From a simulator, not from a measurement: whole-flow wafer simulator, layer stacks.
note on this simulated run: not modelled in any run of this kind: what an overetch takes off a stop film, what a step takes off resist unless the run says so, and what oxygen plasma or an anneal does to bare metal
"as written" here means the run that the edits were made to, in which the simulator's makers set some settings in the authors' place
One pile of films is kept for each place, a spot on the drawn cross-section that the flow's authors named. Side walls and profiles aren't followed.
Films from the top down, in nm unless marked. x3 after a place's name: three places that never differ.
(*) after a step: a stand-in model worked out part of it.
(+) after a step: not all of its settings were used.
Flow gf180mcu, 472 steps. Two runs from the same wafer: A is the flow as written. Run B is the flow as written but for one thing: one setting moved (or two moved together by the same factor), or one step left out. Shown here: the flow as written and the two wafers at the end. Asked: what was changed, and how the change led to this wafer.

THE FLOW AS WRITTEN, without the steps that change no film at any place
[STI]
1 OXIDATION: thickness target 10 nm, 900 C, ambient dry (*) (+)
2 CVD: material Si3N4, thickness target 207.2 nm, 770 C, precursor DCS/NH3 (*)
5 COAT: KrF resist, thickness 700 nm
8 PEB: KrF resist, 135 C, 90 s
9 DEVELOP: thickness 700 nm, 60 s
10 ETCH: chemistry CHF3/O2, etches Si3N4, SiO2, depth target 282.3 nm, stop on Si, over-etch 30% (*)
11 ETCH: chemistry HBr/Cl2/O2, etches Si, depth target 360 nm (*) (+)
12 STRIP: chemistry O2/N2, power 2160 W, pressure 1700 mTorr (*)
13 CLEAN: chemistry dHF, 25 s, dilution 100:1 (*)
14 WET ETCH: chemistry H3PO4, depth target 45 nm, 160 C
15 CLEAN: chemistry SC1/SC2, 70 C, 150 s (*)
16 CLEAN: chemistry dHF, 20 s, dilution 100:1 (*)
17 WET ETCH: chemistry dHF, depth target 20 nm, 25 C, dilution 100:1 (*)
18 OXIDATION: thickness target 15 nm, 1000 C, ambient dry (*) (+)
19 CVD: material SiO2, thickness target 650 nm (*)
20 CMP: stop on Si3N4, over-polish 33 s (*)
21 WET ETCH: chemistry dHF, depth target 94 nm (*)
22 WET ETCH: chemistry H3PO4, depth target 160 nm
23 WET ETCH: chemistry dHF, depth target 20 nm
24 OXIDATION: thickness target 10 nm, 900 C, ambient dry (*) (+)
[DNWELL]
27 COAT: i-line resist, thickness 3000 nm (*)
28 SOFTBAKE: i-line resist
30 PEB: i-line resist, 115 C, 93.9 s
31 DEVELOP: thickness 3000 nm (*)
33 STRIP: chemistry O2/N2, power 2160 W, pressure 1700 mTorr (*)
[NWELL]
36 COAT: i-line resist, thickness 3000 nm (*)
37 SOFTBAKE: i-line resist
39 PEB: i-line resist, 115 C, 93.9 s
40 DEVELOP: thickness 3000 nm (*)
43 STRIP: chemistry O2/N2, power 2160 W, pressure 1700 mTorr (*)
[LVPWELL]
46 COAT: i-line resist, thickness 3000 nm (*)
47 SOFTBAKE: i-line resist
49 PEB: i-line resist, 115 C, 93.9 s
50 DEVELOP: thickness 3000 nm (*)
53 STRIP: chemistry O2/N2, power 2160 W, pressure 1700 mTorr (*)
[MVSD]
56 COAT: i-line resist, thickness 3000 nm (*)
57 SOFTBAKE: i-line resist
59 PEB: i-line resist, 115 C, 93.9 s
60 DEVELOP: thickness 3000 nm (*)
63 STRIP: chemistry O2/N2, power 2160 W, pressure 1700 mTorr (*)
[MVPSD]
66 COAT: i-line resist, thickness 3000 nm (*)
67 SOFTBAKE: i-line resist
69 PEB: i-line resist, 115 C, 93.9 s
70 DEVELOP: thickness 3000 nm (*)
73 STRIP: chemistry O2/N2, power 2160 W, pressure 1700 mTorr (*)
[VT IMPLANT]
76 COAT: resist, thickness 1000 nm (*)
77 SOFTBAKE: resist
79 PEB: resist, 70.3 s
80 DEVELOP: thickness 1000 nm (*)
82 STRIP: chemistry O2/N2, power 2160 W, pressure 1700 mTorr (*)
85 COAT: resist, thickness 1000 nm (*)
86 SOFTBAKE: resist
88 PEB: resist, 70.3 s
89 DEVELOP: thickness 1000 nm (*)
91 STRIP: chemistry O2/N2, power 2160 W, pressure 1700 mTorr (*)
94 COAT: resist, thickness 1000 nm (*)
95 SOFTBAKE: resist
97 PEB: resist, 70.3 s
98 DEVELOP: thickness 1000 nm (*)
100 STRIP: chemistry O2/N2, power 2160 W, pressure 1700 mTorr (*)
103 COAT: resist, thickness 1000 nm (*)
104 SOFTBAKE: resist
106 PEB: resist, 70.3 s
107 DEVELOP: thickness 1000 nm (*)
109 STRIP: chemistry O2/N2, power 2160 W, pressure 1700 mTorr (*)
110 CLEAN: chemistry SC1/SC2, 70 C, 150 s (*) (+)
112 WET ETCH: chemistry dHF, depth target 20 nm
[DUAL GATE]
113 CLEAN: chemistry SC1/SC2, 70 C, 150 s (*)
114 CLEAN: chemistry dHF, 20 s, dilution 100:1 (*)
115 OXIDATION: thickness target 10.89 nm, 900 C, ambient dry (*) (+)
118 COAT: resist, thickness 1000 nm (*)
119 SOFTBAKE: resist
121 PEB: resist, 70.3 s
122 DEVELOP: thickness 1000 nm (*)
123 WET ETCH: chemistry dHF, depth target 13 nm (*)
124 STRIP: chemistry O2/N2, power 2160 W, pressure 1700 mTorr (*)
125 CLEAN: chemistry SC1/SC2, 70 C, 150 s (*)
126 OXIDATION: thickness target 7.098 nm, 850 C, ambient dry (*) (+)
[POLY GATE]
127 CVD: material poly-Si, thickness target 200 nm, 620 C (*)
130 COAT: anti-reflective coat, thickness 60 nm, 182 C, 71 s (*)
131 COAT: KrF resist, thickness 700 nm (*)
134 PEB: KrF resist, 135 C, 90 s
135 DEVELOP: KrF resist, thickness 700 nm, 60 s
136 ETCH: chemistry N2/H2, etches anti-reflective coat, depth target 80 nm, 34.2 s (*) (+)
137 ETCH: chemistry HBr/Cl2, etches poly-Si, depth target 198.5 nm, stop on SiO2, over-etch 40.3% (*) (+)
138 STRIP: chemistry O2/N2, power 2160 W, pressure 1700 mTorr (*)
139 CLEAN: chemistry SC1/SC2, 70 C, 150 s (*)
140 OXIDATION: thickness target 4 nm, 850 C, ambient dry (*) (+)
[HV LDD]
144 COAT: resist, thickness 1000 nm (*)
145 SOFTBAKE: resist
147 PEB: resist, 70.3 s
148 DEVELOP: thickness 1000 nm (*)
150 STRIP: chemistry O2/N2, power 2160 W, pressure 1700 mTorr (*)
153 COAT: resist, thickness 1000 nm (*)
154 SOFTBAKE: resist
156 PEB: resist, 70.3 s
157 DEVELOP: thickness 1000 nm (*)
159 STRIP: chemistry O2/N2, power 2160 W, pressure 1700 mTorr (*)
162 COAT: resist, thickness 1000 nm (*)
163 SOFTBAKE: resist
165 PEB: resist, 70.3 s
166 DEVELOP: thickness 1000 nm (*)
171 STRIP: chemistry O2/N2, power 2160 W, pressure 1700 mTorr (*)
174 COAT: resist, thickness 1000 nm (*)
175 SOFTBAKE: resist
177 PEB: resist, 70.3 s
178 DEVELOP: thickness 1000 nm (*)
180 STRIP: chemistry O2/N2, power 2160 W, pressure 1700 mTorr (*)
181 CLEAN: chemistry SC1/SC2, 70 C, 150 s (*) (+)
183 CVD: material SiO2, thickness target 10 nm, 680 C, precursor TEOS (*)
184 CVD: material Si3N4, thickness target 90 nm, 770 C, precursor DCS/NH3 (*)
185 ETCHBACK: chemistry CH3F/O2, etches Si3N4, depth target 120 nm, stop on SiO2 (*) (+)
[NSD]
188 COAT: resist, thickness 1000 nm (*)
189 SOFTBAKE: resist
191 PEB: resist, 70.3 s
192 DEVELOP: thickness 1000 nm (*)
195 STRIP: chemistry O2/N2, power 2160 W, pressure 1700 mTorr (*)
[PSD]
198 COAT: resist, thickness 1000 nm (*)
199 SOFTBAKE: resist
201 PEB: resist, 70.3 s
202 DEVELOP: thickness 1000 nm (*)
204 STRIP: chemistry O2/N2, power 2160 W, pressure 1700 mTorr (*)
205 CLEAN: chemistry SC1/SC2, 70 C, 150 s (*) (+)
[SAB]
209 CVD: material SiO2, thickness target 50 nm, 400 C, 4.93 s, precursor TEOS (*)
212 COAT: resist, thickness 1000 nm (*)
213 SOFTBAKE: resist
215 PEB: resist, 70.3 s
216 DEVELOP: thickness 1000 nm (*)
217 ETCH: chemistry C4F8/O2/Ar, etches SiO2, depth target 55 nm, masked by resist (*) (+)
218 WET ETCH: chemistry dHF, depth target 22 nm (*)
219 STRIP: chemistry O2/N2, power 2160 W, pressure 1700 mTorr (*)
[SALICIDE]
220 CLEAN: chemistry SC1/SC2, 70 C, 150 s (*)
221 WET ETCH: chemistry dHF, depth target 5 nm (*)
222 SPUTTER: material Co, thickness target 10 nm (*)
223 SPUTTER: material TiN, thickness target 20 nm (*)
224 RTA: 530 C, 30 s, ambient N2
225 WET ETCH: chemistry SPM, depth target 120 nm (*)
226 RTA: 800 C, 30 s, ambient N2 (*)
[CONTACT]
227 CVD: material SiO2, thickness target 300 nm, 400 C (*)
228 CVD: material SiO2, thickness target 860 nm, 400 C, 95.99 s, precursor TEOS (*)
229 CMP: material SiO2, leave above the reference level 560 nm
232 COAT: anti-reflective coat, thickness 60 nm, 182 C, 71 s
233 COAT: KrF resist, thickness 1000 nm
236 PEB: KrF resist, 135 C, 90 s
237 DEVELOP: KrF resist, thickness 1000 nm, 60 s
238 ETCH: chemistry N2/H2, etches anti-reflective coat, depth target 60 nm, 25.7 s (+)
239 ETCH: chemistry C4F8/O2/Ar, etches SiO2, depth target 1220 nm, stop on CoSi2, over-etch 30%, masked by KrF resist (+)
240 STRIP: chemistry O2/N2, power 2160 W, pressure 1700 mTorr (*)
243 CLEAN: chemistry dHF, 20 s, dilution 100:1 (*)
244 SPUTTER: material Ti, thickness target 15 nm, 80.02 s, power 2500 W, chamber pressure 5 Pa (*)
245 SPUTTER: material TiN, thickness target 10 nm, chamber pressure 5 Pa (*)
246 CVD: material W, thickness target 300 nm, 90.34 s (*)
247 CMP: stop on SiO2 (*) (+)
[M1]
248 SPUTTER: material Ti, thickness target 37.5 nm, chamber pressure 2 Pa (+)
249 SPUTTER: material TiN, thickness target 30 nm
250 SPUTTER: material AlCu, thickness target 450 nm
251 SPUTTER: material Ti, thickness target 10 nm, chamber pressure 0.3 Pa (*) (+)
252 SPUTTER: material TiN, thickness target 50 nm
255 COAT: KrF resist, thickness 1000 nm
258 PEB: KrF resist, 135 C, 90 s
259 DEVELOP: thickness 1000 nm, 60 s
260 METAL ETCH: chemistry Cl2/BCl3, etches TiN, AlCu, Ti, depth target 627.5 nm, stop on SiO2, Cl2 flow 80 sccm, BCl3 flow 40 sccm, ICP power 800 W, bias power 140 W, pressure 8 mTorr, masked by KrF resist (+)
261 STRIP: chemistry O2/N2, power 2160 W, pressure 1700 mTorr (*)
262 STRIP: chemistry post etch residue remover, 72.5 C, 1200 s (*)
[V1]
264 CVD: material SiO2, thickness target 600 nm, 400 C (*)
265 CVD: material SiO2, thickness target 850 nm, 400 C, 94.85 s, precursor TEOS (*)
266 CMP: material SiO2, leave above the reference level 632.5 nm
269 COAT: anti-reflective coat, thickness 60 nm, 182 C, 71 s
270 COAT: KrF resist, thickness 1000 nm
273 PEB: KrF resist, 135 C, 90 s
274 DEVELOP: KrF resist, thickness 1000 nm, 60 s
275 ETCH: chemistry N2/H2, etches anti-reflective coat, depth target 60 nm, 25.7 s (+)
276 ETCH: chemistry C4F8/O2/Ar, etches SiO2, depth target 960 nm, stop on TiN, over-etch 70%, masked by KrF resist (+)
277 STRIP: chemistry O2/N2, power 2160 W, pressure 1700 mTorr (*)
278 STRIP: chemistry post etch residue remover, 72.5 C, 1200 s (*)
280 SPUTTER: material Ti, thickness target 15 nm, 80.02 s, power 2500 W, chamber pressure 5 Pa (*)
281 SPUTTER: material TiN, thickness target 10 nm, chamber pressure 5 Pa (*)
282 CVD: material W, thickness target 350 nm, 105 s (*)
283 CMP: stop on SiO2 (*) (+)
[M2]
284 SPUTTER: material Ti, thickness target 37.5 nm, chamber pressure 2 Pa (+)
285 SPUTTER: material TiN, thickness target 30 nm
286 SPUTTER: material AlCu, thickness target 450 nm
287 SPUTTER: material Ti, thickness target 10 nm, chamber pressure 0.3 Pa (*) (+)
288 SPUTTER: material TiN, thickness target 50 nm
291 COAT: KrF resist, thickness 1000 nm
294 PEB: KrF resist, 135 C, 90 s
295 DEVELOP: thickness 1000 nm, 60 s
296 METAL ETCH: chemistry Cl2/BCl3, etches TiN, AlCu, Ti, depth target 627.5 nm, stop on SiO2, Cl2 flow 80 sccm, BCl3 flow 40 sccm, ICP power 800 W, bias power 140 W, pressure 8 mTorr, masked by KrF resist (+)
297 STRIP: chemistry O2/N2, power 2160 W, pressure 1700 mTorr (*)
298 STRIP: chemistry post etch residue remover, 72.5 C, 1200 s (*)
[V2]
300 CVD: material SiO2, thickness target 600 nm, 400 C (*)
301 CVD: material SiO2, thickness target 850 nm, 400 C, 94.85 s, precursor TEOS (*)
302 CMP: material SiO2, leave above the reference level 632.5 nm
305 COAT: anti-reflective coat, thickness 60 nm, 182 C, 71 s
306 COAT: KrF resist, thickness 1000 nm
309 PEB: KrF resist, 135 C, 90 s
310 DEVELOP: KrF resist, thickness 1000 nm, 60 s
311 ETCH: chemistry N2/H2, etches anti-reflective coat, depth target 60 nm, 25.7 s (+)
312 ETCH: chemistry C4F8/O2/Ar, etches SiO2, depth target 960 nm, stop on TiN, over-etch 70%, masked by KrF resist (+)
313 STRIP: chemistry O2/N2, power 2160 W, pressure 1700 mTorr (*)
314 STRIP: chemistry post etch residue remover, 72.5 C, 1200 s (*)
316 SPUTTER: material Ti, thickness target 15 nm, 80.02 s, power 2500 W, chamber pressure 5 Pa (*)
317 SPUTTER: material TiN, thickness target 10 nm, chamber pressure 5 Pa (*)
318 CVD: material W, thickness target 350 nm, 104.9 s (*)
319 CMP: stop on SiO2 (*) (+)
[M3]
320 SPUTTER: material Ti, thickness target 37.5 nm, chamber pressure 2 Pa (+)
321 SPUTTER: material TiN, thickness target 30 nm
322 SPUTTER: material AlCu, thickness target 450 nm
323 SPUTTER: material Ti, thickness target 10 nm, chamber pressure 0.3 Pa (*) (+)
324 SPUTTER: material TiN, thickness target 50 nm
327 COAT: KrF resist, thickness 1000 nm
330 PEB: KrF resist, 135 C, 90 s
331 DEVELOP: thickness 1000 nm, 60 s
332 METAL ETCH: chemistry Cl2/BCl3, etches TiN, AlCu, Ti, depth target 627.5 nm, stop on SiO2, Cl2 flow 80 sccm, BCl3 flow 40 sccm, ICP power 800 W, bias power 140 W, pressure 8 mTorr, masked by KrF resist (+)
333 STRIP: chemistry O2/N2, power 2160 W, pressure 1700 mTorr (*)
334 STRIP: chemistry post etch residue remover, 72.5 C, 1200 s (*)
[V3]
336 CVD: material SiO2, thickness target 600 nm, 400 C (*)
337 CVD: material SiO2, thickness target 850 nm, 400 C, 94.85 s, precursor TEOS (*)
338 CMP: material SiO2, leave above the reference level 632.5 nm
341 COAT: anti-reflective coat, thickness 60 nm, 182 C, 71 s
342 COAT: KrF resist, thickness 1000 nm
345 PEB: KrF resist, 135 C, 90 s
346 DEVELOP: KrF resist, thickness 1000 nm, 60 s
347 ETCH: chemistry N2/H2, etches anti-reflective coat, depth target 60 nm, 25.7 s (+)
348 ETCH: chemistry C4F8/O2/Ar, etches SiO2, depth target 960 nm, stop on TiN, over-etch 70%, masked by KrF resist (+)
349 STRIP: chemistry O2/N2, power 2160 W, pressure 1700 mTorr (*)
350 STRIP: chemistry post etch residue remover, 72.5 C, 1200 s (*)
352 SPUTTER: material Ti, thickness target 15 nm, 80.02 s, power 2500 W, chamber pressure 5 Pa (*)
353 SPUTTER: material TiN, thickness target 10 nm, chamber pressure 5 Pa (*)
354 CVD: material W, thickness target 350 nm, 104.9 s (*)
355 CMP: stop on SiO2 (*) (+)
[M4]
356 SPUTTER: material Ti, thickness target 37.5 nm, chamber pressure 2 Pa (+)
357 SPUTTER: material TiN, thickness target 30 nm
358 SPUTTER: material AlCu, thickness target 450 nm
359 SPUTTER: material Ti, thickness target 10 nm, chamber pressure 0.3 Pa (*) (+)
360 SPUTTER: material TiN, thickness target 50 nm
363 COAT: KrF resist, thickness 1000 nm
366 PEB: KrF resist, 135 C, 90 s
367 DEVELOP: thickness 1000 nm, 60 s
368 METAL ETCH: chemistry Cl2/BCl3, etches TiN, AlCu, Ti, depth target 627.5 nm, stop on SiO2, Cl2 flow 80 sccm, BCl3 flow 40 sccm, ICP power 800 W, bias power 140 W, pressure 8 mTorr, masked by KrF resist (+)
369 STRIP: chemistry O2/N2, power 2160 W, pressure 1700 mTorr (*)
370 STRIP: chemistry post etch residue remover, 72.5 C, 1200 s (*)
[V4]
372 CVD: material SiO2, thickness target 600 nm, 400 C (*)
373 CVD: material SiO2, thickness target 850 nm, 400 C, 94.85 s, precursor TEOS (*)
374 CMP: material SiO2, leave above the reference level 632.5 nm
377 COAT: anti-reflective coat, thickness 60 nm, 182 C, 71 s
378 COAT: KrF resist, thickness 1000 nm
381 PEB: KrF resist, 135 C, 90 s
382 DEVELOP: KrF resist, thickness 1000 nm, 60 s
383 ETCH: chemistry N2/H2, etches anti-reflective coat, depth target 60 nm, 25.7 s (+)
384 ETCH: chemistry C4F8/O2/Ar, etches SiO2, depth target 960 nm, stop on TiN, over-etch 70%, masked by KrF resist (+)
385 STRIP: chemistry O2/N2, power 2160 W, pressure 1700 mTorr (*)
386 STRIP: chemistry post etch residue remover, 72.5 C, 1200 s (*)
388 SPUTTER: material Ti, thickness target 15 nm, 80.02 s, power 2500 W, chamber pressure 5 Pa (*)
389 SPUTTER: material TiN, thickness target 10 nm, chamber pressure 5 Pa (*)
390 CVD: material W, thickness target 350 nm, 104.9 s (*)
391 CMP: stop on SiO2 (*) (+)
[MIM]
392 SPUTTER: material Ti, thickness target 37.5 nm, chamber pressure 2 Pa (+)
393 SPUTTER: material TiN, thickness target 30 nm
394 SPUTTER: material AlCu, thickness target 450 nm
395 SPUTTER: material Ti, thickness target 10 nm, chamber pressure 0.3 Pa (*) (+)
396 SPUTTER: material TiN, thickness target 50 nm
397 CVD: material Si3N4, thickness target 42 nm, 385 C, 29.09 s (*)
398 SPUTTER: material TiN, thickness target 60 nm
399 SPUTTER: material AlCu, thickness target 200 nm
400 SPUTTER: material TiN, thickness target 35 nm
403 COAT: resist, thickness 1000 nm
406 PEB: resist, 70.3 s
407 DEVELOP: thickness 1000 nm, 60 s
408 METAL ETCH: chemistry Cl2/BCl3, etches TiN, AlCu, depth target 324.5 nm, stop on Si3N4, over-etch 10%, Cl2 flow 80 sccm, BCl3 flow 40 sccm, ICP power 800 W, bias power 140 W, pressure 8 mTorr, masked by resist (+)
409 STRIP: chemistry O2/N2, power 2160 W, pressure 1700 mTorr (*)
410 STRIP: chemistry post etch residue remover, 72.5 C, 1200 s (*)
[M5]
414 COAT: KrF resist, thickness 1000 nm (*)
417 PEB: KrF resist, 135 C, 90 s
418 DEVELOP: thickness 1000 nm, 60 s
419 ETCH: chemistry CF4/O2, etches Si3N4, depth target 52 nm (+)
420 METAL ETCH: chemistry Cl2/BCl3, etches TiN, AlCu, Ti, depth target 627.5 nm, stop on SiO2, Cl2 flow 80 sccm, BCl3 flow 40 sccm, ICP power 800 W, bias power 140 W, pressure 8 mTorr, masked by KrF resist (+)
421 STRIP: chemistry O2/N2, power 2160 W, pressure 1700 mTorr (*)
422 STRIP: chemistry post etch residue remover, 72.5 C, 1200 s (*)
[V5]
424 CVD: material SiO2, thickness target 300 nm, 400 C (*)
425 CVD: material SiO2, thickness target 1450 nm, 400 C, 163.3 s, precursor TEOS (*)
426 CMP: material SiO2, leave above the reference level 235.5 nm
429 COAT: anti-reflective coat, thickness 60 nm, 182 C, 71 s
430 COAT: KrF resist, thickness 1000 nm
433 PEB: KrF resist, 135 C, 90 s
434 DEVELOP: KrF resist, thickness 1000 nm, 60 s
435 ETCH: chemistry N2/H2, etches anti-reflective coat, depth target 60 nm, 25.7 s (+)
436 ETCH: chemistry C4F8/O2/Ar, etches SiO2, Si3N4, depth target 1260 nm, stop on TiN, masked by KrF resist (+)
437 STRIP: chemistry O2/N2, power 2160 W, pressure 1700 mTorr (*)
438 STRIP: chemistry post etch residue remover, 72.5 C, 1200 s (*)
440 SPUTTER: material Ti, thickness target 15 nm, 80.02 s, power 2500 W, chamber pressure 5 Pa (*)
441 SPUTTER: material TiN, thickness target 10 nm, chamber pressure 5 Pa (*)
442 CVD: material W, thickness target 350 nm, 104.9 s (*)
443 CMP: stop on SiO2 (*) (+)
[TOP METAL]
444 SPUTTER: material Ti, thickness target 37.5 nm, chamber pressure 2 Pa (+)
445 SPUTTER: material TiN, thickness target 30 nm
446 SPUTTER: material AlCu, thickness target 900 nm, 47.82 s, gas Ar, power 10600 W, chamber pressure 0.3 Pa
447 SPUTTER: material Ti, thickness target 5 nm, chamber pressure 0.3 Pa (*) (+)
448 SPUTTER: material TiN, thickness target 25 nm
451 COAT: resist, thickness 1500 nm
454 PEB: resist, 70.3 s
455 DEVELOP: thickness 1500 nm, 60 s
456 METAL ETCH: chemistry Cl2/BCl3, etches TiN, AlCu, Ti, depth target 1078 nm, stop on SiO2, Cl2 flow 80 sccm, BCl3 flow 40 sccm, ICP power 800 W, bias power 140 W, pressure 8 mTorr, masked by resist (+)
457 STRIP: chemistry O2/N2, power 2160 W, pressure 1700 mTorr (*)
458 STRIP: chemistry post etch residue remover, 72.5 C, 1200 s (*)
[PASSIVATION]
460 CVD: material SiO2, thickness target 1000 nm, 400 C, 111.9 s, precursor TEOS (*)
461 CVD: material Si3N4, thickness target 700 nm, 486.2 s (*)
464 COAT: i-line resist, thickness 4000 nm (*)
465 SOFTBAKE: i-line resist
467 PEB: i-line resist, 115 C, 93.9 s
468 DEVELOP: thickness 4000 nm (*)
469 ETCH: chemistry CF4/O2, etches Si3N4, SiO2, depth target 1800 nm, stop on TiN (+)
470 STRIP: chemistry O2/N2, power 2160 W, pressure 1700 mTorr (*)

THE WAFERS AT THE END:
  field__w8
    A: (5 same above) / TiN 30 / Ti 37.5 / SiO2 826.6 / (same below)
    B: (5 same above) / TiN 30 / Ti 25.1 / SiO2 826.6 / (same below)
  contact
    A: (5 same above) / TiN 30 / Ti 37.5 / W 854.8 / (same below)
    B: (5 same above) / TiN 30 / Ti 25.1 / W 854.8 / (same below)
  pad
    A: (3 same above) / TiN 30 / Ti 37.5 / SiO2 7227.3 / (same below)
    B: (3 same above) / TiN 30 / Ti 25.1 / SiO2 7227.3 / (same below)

The cause: step 444, SPUTTER: thickness target 25.1 nm was run, where the flow has thickness target 37.5 nm.
It can be read off the wafer: field__w8 has Ti 25.1, and step 444 as written asks for 37.5 nm.

How the change led to this, step by step:
  444 SPUTTER: material Ti, thickness target 37.5 nm, chamber pressure 2 Pa (+)
      field, field__w1, field__w2 and 109 more: A Ti +37.5 (new film) | B Ti +25.1 (new film)
  456 METAL ETCH: chemistry Cl2/BCl3, etches TiN, AlCu, Ti, depth target 1078 nm, stop on SiO2, Cl2 flow 80 sccm, BCl3 flow 40 sccm, ICP power 800 W, bias power 140 W, pressure 8 mTorr, masked by resist (+)
      field, field__w1, field__w2 and 103 more: A TiN -25 (all of it), Ti -5 (all of it), AlCu -900 (all of it), TiN -30 (all of it), Ti -37.5 (all of it) | B TiN -25 (all of it), Ti -5 (all of it), AlCu -900 (all of it), TiN -30 (all of it), Ti -25.1 (all of it)
  465 SOFTBAKE: i-line resist
      field__w3: A i-line resist +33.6 | B i-line resist +32.9
